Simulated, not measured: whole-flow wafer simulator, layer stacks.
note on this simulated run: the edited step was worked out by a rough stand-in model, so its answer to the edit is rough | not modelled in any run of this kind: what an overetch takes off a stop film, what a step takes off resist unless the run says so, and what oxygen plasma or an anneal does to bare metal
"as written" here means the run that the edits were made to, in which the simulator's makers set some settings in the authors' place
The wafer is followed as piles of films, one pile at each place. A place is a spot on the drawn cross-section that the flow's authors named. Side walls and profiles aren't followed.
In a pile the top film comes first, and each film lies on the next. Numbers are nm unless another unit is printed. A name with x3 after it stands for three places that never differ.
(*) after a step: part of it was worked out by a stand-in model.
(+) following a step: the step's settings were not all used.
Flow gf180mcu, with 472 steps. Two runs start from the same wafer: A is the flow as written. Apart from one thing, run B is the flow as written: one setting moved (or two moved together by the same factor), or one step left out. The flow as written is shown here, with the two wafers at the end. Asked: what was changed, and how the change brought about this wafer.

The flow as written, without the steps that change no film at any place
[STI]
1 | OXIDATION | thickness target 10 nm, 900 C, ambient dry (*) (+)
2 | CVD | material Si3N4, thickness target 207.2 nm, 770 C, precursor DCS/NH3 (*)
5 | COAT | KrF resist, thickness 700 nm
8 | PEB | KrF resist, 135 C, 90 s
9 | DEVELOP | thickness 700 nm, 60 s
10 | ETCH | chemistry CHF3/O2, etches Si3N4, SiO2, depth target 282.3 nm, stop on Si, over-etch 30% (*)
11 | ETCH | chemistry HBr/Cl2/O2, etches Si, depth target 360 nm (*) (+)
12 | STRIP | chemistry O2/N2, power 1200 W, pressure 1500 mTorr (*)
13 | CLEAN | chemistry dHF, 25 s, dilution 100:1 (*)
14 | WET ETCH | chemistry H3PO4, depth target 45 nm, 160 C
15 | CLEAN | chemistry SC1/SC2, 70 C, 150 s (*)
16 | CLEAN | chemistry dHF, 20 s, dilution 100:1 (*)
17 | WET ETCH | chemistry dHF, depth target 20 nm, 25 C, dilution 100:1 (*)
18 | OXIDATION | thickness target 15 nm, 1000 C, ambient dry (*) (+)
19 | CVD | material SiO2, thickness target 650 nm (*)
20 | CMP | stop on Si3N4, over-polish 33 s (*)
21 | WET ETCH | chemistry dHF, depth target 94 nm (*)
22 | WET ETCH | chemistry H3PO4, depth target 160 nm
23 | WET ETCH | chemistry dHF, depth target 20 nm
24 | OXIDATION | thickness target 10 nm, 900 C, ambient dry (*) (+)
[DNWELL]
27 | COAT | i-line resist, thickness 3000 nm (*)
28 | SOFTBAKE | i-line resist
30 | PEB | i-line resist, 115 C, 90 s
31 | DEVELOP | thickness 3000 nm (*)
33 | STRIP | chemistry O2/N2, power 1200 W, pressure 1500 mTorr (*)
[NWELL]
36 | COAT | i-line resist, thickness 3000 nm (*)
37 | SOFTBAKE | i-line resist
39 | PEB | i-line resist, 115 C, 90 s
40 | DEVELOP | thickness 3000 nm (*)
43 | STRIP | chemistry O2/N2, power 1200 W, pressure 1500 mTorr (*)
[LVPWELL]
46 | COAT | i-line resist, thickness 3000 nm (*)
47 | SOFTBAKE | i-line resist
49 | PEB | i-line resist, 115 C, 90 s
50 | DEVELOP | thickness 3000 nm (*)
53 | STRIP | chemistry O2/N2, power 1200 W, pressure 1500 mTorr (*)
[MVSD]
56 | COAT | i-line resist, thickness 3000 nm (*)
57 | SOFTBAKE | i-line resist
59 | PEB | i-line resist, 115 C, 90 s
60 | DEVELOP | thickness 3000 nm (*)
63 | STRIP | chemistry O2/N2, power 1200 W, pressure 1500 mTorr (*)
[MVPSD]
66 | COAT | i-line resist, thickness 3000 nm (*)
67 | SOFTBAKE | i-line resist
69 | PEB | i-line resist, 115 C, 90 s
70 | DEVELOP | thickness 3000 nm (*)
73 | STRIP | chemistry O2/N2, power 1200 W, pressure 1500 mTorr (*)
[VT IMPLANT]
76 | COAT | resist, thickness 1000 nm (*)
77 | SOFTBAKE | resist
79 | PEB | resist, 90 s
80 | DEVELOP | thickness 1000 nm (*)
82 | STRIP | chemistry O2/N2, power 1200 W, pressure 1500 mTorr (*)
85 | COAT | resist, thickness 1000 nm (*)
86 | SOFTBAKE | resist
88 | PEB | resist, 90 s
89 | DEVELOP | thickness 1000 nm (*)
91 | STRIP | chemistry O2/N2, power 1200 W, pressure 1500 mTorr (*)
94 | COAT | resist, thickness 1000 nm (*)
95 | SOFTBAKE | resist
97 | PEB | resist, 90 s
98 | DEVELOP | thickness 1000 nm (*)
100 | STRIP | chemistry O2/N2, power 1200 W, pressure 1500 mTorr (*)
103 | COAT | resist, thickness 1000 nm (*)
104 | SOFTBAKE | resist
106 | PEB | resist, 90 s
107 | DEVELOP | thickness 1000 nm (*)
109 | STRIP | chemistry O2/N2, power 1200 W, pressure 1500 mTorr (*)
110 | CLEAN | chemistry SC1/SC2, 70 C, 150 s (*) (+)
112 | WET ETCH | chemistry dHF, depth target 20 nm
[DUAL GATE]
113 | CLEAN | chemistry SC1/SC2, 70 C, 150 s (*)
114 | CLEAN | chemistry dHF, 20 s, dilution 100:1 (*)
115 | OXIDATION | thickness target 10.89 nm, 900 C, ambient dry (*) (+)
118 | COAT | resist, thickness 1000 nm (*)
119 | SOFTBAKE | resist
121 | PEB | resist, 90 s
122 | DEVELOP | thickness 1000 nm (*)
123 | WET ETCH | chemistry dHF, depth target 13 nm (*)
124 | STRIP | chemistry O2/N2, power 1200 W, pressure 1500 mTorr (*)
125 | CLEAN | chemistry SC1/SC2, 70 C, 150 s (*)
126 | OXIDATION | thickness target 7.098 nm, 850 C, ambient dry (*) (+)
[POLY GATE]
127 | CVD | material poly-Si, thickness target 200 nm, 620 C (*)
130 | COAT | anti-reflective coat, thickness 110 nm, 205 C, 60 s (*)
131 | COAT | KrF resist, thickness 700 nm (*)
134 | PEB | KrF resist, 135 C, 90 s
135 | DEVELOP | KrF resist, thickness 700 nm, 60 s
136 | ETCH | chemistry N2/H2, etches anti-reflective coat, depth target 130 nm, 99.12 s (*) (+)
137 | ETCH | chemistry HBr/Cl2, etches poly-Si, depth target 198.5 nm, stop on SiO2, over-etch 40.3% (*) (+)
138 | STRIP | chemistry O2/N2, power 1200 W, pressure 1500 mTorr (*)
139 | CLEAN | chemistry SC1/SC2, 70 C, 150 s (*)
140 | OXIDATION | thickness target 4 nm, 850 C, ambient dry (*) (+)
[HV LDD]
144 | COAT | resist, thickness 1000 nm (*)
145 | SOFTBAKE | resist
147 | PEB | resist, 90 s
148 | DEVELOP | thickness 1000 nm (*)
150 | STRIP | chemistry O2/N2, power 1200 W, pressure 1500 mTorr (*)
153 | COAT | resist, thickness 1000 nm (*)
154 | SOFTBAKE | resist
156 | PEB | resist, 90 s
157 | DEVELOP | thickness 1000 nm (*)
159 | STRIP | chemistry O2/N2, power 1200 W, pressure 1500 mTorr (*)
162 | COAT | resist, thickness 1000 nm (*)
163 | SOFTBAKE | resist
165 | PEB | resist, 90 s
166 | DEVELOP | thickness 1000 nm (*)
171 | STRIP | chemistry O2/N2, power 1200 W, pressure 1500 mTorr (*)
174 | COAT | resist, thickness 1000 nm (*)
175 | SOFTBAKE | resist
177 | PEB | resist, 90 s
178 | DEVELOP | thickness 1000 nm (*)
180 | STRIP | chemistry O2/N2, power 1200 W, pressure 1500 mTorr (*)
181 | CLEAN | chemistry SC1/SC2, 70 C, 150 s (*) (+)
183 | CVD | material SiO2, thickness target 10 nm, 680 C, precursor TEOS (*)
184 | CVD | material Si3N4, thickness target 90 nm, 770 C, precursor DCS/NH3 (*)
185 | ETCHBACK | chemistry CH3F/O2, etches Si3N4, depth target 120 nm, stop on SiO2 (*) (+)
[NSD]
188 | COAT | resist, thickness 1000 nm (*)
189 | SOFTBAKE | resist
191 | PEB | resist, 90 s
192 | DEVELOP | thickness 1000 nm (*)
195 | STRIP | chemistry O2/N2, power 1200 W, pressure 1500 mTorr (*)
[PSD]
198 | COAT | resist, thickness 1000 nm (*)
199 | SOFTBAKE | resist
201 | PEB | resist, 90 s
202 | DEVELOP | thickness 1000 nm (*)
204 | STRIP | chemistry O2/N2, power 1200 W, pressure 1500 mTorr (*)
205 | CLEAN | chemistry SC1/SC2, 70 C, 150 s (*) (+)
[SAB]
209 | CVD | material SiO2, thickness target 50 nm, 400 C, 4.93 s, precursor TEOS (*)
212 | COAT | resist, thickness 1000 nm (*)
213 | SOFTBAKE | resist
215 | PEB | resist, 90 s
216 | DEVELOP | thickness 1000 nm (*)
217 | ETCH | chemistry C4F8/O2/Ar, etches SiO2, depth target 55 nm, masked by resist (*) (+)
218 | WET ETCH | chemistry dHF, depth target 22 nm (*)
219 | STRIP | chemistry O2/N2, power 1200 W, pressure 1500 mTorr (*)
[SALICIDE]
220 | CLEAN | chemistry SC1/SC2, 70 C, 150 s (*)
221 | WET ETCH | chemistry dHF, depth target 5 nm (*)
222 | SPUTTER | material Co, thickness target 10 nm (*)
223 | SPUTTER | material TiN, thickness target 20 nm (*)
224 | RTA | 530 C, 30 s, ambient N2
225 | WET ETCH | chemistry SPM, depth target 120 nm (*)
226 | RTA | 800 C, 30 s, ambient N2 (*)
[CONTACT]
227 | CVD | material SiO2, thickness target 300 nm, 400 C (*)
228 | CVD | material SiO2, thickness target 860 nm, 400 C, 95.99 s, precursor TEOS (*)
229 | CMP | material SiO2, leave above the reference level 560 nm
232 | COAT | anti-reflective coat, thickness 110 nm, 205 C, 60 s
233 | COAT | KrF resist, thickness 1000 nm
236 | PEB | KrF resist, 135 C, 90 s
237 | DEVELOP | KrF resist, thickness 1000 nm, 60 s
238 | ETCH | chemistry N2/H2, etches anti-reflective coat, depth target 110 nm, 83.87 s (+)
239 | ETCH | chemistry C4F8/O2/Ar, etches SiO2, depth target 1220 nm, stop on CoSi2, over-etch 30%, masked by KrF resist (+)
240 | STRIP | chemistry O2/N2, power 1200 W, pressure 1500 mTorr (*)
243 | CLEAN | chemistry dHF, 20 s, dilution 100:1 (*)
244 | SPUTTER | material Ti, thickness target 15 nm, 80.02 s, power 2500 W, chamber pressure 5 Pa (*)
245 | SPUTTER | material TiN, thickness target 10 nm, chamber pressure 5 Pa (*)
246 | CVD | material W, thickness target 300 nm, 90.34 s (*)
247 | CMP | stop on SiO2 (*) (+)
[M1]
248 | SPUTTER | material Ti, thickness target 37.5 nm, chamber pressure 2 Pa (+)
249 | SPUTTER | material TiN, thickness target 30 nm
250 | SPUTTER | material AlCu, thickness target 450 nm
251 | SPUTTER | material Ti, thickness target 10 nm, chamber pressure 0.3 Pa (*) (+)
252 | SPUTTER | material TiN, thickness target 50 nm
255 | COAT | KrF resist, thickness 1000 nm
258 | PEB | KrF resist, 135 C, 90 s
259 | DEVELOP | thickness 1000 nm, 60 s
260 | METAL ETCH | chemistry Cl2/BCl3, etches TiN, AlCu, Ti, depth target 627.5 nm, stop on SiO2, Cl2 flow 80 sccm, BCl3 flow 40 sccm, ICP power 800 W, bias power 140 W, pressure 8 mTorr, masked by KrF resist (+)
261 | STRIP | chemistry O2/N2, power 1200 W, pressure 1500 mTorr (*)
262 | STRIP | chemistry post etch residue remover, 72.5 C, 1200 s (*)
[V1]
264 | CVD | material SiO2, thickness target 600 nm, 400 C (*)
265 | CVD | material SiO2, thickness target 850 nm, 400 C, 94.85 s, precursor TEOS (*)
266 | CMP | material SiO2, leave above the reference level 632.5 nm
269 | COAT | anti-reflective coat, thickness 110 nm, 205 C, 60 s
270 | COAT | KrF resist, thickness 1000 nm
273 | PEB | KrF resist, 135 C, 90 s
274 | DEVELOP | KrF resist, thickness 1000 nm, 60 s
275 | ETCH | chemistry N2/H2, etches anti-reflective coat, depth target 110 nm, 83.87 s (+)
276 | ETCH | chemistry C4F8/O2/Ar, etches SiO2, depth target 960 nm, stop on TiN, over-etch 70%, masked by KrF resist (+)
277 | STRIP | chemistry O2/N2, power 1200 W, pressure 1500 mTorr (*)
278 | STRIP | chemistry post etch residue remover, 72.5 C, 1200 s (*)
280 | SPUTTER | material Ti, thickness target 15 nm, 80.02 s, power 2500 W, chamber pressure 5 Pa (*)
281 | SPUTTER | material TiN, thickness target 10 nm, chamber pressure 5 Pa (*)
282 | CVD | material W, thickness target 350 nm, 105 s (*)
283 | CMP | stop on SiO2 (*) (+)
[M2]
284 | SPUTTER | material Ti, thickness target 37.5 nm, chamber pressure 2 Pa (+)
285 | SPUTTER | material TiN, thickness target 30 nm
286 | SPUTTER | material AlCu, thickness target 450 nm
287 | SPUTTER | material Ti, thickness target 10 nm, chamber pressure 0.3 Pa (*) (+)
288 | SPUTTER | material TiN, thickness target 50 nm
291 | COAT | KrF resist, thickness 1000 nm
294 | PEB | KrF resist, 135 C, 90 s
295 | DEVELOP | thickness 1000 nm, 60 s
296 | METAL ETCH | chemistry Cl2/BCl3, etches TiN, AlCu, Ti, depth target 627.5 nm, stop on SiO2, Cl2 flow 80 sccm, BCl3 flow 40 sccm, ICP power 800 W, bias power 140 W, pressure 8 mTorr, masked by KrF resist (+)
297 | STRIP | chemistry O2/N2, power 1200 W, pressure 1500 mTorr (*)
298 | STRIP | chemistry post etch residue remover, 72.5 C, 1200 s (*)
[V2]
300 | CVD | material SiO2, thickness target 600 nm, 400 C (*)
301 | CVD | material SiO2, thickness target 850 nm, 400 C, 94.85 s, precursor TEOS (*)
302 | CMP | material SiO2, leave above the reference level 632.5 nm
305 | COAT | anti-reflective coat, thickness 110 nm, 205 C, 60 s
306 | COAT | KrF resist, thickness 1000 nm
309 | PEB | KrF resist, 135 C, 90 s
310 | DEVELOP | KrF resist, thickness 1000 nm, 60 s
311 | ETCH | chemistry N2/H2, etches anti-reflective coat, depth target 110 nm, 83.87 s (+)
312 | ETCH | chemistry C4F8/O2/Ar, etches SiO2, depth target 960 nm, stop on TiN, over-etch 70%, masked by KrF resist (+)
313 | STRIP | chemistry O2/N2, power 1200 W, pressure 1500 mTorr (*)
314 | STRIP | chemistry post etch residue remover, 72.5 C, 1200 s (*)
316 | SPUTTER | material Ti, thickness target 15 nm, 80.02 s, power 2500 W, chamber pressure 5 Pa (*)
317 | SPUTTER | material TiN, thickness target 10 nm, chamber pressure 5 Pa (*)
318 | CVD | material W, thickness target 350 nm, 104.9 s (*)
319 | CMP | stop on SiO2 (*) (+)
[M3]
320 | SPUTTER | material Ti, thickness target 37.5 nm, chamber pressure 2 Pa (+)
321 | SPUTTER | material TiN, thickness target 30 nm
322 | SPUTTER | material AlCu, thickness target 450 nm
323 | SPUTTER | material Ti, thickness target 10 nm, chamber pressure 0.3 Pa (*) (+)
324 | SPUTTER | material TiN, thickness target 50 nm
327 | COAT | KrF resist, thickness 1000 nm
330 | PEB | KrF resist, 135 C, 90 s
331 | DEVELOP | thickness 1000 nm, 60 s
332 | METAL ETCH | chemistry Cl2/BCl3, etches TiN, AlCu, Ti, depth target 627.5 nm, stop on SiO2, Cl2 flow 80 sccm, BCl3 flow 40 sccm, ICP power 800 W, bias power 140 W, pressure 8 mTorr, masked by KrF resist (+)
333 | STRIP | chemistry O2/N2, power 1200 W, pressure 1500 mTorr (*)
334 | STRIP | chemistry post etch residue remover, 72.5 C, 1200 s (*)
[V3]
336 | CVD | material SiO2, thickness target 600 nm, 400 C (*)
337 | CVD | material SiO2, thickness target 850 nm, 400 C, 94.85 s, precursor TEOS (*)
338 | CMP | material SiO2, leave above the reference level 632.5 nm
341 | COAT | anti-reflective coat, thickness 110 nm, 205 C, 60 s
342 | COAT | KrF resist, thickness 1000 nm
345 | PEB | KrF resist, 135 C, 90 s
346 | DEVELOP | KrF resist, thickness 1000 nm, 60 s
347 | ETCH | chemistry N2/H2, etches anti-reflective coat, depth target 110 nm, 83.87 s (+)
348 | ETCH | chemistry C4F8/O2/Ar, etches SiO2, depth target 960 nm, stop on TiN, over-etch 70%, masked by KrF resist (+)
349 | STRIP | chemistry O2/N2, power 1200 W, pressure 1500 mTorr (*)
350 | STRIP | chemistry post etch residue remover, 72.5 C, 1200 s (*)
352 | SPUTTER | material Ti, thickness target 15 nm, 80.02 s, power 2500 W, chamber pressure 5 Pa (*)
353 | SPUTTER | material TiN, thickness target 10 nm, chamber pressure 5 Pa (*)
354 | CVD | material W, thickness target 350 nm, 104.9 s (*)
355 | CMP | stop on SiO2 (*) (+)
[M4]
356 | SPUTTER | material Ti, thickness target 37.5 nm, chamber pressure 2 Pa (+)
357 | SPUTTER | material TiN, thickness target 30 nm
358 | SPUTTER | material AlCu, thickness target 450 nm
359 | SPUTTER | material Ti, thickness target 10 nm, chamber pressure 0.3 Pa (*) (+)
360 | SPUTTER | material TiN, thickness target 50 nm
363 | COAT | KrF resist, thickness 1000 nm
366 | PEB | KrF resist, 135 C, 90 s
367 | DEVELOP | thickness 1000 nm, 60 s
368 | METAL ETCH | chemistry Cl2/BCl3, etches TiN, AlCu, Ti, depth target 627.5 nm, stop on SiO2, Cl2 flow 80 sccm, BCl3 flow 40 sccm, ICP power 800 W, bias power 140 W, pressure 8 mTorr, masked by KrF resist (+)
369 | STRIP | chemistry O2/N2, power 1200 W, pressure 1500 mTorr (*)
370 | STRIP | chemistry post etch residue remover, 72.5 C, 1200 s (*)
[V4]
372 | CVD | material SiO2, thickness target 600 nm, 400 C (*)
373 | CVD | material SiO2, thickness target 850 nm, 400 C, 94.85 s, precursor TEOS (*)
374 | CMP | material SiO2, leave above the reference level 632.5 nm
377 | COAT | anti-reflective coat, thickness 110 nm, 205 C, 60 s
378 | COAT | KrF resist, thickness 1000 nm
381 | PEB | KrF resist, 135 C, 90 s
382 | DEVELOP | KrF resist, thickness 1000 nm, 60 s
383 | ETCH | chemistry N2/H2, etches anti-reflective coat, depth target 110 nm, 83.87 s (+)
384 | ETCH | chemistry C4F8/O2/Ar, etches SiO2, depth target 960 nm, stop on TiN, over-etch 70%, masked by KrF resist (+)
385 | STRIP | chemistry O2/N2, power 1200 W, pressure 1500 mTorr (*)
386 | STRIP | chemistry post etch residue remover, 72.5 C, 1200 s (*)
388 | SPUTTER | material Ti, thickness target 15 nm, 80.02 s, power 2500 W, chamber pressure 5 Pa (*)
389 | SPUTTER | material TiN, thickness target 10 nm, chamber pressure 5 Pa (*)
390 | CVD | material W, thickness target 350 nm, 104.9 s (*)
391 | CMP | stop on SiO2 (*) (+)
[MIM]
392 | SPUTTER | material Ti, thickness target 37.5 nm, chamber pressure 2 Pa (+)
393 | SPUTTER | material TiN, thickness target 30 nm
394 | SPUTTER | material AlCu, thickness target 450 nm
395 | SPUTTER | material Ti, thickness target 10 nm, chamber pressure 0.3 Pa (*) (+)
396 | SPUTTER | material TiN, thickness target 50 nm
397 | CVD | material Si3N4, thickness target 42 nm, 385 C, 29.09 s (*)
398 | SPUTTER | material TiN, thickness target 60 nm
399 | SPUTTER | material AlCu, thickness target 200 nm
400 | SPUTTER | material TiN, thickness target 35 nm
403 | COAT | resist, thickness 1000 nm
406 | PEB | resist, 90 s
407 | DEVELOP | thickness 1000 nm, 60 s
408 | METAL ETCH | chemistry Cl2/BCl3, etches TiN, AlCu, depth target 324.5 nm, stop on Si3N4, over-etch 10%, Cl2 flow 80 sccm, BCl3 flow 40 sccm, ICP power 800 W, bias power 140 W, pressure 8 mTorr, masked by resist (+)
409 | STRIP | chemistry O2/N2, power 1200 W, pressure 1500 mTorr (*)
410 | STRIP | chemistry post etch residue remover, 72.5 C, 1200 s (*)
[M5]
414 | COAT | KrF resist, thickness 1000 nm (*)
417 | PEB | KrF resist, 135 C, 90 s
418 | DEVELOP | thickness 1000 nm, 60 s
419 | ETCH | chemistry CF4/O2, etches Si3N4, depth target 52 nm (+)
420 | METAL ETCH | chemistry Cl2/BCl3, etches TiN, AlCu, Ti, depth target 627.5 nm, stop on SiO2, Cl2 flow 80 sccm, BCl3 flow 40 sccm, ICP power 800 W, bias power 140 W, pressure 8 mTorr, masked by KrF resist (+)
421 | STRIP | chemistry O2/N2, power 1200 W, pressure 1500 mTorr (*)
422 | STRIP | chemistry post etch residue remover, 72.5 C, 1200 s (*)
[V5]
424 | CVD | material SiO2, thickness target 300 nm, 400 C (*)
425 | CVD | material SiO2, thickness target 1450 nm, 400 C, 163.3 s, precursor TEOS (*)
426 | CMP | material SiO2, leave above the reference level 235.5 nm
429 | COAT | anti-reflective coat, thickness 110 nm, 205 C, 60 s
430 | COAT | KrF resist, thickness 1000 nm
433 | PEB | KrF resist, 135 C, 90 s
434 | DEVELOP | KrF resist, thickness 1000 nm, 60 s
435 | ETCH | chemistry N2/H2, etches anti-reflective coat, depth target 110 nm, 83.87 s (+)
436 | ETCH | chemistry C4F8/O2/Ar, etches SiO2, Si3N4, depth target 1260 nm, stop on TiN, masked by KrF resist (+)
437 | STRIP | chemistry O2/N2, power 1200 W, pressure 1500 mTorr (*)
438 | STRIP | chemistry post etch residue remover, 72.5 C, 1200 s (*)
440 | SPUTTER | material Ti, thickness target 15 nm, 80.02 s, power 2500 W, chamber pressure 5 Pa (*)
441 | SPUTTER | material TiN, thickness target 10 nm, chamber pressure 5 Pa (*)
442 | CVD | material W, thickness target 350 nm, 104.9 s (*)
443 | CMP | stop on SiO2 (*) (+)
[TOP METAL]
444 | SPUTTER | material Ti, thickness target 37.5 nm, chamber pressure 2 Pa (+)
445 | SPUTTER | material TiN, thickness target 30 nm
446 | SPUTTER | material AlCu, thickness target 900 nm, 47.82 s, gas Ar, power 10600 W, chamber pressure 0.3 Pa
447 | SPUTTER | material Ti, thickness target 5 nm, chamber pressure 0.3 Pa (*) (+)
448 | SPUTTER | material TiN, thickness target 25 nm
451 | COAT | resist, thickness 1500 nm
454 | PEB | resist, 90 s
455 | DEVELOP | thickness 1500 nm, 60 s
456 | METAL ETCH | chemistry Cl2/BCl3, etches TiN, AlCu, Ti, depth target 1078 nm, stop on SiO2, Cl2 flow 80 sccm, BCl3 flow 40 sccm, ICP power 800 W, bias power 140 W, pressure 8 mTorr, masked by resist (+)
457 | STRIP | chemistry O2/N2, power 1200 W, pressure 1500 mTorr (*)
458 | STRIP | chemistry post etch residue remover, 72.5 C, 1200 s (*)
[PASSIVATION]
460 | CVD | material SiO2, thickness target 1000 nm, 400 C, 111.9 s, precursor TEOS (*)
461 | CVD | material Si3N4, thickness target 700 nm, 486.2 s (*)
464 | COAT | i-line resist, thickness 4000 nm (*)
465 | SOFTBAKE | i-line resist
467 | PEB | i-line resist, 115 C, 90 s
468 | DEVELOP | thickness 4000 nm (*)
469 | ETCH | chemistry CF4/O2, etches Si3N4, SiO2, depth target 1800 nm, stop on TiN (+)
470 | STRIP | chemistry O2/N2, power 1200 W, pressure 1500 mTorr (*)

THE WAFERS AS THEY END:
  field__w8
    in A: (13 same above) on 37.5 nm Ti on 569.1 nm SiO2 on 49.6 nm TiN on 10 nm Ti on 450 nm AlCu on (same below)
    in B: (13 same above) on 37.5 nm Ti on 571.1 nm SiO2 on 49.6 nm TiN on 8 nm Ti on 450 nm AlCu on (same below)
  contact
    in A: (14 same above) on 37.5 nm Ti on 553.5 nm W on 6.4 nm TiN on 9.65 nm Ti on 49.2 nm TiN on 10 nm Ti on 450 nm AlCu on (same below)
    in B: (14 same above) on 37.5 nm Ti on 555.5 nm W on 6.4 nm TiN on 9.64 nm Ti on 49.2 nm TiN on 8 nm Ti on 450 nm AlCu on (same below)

Cause: step 359, SPUTTER: thickness target 8 nm was run, though the flow has thickness target 10 nm.
The wafer lets one read it off: field__w8 has Ti 8, and step 359 as written asks for 10 nm.

Step by step, how the change led to this:
  359 | SPUTTER | material Ti, thickness target 10 nm, chamber pressure 0.3 Pa (*) (+)
      field, field__w1, field__w2 and 108 more: A +10 Ti (new film) | B +8 Ti (new film)
  368 | METAL ETCH | chemistry Cl2/BCl3, etches TiN, AlCu, Ti, depth target 627.5 nm, stop on SiO2, Cl2 flow 80 sccm, BCl3 flow 40 sccm, ICP power 800 W, bias power 140 W, pressure 8 mTorr, masked by KrF resist (+)
      field, field__w1, field__w2 and 103 more: A -50 TiN (all of it), -10 Ti (all of it), -450 AlCu (all of it), -30 TiN (all of it), -37.5 Ti (all of it) | B -50 TiN (all of it), -8 Ti (all of it), -450 AlCu (all of it), -30 TiN (all of it), -37.5 Ti (all of it)
